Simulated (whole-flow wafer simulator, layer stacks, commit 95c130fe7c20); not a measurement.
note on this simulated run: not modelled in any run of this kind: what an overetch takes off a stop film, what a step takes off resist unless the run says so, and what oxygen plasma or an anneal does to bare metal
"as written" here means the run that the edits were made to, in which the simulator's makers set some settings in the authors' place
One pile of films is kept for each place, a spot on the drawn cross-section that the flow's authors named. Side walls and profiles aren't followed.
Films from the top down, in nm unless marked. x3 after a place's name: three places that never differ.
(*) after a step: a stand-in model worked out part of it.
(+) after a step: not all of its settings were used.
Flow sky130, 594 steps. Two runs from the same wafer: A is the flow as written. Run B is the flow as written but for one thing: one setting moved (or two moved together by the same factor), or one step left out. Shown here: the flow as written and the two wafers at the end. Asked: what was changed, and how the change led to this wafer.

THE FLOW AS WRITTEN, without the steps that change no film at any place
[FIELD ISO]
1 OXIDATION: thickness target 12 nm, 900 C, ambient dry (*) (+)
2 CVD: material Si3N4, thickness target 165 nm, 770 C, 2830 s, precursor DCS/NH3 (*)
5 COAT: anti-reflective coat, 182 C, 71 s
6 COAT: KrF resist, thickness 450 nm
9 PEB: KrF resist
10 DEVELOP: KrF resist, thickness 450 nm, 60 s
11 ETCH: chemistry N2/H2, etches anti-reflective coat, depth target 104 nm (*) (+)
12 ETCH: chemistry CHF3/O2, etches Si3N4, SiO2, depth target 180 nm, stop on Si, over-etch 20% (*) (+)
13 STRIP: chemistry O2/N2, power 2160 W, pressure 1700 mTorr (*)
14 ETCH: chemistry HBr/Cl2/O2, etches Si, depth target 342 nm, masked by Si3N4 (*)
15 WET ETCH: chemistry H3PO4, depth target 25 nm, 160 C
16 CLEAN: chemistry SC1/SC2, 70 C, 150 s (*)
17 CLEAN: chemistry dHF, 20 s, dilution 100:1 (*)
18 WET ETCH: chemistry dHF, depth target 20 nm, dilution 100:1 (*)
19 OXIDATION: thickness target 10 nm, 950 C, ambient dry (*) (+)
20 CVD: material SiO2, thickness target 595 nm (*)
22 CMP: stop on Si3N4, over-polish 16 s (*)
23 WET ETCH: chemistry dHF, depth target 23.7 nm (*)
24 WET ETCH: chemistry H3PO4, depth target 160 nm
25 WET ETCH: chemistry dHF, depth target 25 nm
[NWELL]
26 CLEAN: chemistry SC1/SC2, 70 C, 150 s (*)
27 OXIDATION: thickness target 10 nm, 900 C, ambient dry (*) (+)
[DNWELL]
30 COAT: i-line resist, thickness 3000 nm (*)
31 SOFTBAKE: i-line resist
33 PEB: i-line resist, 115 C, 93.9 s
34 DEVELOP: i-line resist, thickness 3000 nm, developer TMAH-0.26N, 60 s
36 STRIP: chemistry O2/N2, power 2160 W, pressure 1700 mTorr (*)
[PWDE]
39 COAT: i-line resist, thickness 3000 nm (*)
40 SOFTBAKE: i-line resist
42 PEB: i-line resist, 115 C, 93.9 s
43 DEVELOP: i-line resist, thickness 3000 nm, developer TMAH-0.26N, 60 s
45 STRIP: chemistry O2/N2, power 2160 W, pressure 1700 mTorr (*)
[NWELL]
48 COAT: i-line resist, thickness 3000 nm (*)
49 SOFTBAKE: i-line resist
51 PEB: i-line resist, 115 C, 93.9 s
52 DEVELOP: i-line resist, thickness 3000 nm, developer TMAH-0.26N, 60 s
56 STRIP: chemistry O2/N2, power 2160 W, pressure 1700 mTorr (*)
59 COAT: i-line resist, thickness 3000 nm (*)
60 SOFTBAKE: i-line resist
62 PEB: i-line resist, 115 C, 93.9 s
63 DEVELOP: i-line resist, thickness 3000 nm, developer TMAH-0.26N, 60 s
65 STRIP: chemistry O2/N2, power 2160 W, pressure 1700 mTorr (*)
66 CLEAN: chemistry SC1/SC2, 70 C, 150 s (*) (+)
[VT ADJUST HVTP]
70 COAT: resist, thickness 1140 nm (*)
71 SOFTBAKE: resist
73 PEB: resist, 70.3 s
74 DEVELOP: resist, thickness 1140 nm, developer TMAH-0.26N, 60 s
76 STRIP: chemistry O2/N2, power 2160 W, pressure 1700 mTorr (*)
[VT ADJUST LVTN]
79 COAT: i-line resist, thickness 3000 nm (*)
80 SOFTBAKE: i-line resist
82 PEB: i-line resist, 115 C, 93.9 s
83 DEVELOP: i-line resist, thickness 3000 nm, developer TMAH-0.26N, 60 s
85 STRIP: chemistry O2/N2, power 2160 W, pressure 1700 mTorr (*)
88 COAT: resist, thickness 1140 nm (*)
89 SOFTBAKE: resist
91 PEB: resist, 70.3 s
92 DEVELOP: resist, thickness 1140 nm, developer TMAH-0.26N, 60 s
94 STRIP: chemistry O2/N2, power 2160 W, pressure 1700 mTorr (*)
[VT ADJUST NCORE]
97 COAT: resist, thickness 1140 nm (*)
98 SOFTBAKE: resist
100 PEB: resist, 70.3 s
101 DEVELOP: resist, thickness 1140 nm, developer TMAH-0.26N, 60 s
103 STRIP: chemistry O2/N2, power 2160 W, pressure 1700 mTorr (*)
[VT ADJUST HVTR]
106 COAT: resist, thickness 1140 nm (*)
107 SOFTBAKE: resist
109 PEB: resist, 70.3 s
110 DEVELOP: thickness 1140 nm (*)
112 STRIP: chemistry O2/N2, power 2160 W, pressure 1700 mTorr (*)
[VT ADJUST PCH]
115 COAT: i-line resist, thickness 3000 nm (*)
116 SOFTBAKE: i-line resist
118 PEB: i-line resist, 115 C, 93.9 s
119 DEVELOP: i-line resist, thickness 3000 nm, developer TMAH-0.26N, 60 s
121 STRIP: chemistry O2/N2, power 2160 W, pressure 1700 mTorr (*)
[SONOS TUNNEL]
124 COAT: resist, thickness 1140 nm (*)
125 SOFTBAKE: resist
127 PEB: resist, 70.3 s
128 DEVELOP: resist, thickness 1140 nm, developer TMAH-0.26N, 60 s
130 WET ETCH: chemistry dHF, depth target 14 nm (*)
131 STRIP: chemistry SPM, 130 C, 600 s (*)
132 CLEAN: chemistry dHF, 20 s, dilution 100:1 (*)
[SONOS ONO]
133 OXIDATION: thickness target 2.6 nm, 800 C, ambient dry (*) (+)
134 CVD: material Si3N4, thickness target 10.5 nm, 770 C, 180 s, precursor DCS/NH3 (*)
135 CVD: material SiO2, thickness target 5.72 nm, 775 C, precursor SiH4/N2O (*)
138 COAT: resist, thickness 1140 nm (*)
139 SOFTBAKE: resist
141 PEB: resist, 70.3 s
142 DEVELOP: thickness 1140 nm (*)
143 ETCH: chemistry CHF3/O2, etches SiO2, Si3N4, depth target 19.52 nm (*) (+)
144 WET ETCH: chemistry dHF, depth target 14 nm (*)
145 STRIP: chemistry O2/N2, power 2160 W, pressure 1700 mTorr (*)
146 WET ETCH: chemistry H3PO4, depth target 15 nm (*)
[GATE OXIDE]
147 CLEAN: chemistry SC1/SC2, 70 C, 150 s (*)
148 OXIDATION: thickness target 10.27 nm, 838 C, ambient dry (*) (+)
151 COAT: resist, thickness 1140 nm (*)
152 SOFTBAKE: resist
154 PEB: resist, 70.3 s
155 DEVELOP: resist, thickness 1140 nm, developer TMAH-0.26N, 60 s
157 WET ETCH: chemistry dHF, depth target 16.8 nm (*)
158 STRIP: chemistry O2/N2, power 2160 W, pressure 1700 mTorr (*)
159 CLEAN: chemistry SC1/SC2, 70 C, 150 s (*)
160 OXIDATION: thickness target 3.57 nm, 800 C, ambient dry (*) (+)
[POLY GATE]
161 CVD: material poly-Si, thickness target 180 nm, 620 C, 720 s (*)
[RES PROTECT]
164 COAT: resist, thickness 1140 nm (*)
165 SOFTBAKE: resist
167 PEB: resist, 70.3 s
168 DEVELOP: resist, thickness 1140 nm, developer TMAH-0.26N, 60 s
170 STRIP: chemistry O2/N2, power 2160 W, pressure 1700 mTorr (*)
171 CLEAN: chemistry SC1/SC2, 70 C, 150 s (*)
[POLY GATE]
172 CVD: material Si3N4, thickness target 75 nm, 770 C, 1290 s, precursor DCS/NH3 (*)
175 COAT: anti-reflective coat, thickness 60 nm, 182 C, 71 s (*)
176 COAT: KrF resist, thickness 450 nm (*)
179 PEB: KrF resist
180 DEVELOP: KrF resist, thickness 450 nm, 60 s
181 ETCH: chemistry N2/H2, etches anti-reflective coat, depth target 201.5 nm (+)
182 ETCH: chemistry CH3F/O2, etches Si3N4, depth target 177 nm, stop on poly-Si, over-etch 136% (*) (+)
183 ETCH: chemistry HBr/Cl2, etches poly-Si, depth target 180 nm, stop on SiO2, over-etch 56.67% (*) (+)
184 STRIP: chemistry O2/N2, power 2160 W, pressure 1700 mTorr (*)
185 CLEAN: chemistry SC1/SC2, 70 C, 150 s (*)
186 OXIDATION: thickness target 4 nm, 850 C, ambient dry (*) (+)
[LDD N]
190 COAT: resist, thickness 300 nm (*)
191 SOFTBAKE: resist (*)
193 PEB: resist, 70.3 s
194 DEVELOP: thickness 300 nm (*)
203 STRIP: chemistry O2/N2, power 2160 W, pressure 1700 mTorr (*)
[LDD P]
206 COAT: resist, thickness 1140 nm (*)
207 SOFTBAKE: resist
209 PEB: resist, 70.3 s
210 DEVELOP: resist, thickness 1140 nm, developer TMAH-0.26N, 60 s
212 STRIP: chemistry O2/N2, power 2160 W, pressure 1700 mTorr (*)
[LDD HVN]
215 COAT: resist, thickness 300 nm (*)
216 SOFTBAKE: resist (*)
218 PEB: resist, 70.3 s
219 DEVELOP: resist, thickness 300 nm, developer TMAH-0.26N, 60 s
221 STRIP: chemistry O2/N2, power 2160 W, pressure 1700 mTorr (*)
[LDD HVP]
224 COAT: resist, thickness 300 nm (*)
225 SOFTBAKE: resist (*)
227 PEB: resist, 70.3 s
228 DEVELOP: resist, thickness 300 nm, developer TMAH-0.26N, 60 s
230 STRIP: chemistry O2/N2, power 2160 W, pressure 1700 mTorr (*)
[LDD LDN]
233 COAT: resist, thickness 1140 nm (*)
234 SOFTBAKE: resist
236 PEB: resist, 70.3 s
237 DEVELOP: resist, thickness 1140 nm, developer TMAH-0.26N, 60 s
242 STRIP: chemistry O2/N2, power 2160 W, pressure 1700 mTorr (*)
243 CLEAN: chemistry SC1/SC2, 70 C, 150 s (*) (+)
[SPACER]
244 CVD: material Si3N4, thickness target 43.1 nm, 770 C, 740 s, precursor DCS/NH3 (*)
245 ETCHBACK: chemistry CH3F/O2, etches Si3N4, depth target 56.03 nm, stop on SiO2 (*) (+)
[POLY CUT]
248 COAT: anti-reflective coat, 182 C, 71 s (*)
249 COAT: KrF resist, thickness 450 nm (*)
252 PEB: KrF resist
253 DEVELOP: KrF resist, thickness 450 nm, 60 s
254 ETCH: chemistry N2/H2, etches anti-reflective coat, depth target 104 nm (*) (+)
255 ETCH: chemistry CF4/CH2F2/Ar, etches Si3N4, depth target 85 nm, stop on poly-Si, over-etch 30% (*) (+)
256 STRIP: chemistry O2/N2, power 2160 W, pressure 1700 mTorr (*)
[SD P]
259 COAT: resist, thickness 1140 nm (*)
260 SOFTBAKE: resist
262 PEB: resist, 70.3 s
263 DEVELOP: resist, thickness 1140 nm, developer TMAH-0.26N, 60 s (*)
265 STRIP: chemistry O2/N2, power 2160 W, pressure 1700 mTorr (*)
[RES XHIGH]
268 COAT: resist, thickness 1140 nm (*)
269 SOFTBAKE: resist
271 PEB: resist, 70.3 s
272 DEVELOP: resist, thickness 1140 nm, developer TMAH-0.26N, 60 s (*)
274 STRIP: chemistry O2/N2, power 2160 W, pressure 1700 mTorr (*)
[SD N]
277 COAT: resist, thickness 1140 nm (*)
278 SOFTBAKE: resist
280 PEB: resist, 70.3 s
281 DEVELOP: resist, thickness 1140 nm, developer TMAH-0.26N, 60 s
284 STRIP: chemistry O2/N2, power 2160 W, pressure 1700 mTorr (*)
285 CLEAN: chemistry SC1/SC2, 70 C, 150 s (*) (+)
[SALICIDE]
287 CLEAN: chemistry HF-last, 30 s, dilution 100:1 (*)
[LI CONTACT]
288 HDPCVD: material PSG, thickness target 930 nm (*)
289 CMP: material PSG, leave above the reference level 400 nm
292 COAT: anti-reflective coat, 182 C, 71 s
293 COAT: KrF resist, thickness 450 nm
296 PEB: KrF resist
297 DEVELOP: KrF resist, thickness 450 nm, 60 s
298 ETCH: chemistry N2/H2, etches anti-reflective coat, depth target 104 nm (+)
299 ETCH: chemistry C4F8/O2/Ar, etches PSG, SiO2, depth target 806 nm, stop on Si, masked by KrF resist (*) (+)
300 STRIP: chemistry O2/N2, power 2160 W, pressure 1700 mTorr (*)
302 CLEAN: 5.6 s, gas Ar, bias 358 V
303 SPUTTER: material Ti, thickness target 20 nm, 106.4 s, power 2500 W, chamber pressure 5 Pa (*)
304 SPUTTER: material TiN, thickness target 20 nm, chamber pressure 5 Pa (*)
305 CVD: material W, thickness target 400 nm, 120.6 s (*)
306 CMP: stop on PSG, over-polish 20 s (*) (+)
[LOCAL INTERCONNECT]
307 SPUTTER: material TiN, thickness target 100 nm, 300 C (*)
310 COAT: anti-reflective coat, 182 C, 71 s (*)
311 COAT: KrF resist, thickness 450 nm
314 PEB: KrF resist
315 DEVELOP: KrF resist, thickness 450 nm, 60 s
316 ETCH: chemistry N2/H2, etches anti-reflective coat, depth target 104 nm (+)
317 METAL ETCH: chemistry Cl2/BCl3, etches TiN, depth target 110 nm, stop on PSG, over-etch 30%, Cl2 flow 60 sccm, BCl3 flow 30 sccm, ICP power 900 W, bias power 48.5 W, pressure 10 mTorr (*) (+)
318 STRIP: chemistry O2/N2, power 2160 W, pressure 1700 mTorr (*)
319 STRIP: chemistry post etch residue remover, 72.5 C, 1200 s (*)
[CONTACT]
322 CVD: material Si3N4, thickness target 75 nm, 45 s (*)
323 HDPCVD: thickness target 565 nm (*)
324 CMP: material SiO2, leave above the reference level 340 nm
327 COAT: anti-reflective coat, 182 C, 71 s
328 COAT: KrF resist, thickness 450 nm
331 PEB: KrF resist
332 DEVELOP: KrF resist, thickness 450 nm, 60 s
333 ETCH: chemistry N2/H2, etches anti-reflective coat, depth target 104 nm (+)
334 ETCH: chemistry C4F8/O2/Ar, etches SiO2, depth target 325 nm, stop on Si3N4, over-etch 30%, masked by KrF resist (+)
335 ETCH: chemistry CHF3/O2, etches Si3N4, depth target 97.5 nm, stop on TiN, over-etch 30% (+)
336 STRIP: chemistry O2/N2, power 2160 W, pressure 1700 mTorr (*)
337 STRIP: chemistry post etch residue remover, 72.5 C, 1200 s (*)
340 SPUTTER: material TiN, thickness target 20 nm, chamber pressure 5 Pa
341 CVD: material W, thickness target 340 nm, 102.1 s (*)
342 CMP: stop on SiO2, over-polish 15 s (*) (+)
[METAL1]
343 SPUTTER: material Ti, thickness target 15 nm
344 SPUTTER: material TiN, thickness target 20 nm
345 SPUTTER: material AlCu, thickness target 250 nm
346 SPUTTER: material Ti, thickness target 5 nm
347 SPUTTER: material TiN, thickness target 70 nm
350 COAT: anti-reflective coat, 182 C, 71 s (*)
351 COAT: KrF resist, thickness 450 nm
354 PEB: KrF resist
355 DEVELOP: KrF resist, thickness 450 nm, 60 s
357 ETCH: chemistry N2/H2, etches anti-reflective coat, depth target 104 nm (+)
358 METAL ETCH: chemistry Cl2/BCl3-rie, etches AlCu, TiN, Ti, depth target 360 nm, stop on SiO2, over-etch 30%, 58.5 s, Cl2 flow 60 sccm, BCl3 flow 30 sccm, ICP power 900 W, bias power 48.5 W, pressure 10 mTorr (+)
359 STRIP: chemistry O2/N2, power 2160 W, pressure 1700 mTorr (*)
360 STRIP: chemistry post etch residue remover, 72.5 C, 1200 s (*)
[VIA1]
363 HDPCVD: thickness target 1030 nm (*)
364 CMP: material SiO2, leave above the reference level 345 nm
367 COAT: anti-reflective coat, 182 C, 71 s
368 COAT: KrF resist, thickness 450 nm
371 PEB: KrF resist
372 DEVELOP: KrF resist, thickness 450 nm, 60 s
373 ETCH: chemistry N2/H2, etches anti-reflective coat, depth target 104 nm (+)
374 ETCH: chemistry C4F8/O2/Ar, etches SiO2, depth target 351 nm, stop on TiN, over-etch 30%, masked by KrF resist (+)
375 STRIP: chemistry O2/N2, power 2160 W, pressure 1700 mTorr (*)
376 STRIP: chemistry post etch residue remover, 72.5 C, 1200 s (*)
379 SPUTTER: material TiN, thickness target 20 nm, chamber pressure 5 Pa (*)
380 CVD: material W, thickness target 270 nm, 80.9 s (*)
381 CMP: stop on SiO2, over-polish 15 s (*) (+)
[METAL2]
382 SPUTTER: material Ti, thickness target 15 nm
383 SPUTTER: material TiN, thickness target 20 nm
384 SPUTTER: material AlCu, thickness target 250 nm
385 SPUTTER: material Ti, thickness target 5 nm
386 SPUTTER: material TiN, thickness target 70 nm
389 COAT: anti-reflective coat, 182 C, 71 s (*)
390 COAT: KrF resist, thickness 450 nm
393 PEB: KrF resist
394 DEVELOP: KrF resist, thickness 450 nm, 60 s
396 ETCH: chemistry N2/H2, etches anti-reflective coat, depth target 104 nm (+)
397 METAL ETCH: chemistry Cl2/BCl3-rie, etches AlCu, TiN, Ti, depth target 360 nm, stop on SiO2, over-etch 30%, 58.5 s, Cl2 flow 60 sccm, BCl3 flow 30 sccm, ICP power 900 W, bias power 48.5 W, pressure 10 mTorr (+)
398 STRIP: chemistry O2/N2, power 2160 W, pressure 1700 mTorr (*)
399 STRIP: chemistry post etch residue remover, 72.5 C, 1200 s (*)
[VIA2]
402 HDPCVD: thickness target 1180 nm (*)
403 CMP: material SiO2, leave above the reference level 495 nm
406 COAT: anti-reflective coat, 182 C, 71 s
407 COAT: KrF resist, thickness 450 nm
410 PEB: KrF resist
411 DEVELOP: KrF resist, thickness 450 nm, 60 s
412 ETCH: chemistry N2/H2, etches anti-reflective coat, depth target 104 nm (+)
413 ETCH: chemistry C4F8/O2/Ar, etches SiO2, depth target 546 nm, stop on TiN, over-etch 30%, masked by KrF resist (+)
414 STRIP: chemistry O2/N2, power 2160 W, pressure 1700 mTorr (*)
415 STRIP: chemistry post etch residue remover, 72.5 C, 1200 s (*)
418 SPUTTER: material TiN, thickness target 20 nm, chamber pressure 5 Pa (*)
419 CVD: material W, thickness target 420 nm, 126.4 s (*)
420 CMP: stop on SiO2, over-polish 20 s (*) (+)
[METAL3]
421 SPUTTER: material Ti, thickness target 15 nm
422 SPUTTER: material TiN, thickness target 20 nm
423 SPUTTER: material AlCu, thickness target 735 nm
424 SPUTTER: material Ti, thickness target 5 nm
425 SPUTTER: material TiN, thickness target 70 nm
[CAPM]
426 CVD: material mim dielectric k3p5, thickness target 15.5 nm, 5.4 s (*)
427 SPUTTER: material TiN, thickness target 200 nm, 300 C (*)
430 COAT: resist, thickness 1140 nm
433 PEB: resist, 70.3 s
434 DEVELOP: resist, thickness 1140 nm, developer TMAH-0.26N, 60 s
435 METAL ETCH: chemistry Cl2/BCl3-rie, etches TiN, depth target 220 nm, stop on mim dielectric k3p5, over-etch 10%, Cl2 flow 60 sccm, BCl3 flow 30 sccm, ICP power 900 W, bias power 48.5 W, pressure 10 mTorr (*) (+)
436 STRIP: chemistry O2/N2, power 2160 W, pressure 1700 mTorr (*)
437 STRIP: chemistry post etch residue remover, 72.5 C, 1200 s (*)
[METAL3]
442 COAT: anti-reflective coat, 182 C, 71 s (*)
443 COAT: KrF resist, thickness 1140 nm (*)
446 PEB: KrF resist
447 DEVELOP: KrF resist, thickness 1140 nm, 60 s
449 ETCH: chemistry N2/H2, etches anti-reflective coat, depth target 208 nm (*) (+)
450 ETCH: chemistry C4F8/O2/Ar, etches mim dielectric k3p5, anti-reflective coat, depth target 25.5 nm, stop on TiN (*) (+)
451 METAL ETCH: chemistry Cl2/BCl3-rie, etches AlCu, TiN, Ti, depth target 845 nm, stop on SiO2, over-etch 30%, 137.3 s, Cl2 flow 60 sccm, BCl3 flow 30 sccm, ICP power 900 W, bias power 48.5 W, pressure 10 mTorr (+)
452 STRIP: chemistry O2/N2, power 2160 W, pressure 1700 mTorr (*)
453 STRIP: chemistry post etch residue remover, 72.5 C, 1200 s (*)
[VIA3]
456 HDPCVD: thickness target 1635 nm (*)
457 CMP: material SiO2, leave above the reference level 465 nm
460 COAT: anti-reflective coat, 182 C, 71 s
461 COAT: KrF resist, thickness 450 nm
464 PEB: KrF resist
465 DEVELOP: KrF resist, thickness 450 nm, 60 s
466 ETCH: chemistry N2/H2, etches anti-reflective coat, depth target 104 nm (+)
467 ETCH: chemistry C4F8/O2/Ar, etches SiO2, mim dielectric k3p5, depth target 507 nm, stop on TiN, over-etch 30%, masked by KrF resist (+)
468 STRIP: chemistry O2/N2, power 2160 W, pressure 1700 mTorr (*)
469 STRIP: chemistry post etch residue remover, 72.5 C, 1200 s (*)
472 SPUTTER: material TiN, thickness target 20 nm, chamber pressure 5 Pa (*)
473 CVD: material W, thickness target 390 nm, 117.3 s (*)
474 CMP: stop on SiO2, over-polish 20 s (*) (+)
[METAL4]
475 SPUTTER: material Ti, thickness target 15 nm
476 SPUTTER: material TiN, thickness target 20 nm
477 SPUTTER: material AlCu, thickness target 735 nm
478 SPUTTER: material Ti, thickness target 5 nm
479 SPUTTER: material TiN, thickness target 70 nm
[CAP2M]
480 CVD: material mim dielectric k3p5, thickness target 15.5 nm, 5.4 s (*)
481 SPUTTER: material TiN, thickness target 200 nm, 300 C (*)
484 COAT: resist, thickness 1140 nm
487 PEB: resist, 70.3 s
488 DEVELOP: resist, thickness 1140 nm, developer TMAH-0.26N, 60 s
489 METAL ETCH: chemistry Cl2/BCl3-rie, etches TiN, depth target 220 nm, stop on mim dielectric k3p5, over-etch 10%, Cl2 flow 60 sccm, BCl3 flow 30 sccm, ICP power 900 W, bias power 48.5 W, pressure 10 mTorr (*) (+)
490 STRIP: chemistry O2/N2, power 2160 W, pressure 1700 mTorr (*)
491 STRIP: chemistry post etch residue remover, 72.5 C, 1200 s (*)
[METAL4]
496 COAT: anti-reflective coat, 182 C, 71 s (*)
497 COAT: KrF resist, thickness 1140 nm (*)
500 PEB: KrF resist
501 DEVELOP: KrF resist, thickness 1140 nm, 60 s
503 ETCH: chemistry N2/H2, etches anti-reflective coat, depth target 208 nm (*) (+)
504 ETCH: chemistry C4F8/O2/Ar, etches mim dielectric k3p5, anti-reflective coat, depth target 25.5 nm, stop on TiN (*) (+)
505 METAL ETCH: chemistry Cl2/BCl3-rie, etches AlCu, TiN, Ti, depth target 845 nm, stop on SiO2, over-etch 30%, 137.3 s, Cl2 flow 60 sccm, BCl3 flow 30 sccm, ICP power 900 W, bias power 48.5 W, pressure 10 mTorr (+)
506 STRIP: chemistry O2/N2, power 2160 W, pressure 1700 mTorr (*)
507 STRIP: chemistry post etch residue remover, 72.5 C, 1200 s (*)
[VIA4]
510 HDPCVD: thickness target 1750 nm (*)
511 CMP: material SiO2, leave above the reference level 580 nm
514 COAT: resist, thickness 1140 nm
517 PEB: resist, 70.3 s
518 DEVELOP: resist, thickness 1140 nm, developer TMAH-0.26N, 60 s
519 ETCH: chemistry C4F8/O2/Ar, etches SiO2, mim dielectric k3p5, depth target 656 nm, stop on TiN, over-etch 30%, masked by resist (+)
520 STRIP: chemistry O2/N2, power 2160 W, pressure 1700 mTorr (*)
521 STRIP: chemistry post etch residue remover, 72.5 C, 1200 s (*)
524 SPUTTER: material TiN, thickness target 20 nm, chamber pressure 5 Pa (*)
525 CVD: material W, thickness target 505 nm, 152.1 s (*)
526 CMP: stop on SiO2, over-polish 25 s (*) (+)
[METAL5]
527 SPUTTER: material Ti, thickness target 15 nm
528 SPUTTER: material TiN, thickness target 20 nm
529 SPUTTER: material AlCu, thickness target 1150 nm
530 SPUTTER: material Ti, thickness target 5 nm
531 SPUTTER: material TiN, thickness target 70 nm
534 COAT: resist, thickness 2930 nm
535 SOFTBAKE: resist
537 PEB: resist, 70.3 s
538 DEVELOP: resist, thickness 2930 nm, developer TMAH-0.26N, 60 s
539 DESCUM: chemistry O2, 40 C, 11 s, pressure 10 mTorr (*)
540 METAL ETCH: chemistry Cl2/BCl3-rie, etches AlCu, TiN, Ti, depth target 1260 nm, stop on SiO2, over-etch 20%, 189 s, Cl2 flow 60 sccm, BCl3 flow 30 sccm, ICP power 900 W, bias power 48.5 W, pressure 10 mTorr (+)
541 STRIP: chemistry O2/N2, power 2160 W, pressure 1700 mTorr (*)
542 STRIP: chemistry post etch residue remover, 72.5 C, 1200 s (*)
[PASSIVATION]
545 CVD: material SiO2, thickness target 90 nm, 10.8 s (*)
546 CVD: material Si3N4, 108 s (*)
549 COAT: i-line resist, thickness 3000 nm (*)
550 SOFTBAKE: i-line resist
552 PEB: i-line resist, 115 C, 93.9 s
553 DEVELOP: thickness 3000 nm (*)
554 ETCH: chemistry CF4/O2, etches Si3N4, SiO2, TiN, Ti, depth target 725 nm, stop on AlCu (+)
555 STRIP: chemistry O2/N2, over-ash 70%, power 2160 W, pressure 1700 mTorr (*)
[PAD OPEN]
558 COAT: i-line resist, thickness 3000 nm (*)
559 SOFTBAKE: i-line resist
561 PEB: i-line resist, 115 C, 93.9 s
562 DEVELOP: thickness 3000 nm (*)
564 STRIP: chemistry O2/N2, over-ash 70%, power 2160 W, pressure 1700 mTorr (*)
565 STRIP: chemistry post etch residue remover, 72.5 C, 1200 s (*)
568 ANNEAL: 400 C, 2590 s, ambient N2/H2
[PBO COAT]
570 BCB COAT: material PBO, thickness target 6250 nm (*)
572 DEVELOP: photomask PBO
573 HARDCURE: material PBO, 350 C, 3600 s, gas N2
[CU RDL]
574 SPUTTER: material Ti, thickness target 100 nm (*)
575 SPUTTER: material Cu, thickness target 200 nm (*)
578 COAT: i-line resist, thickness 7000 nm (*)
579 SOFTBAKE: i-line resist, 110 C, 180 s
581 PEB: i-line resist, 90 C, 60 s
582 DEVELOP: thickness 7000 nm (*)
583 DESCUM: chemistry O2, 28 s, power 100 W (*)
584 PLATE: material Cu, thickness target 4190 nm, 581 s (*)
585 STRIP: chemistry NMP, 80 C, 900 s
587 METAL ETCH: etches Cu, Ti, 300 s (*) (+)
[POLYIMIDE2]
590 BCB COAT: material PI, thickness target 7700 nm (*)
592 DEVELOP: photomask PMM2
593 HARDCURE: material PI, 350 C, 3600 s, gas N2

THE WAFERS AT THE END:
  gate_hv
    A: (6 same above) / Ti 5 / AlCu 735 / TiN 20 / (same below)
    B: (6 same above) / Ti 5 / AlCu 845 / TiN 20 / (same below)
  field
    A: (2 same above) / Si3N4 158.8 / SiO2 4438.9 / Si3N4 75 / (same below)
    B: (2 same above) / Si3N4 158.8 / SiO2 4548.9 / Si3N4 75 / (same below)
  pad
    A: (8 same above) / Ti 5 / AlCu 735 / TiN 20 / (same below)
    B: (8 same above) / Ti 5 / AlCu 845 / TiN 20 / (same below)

The cause: step 477, SPUTTER: thickness target 845 nm was run, where the flow has thickness target 735 nm.
It can be read off the wafer: gate_hv has AlCu 845, and step 477 as written asks for 735 nm.

How the change led to this, step by step:
  477 SPUTTER: material AlCu, thickness target 735 nm
      field, active, n_well and 189 more: A AlCu +735 (new film) | B AlCu +845 (new film)
  505 METAL ETCH: chemistry Cl2/BCl3-rie, etches AlCu, TiN, Ti, depth target 845 nm, stop on SiO2, over-etch 30%, 137.3 s, Cl2 flow 60 sccm, BCl3 flow 30 sccm, ICP power 900 W, bias power 48.5 W, pressure 10 mTorr (+)
      field, gate, spacer and 68 more: A TiN -70 (all of it), Ti -5 (all of it), AlCu -735 (all of it), TiN -20 (all of it), Ti -15 (all of it), SiO2 -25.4 | B TiN -70 (all of it), Ti -5 (all of it), AlCu -845 (all of it), TiN -20 (all of it), Ti -15 (all of it), SiO2 -14.4
      active, vpp_iso1, mim_edge_plate and 14 more: A TiN -70 (all of it), Ti -5 (all of it), AlCu -735 (all of it), TiN -20 (all of it), Ti -15 (all of it), SiO2 -25.3 | B TiN -70 (all of it), Ti -5 (all of it), AlCu -845 (all of it), TiN -20 (all of it), Ti -15 (all of it), SiO2 -14.3
  511 CMP: material SiO2, leave above the reference level 580 nm
      field, active, gate and 77 more: A SiO2 -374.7 | B SiO2 -275.7
      iso_guard__w1, mim_edge_gap, vpp_l1ln, vpp_m3ln, rpm_encl, via2_enc, rpm_encl_psd, iso_guard_nsd_tip: A SiO2 -374.6 | B SiO2 -275.6
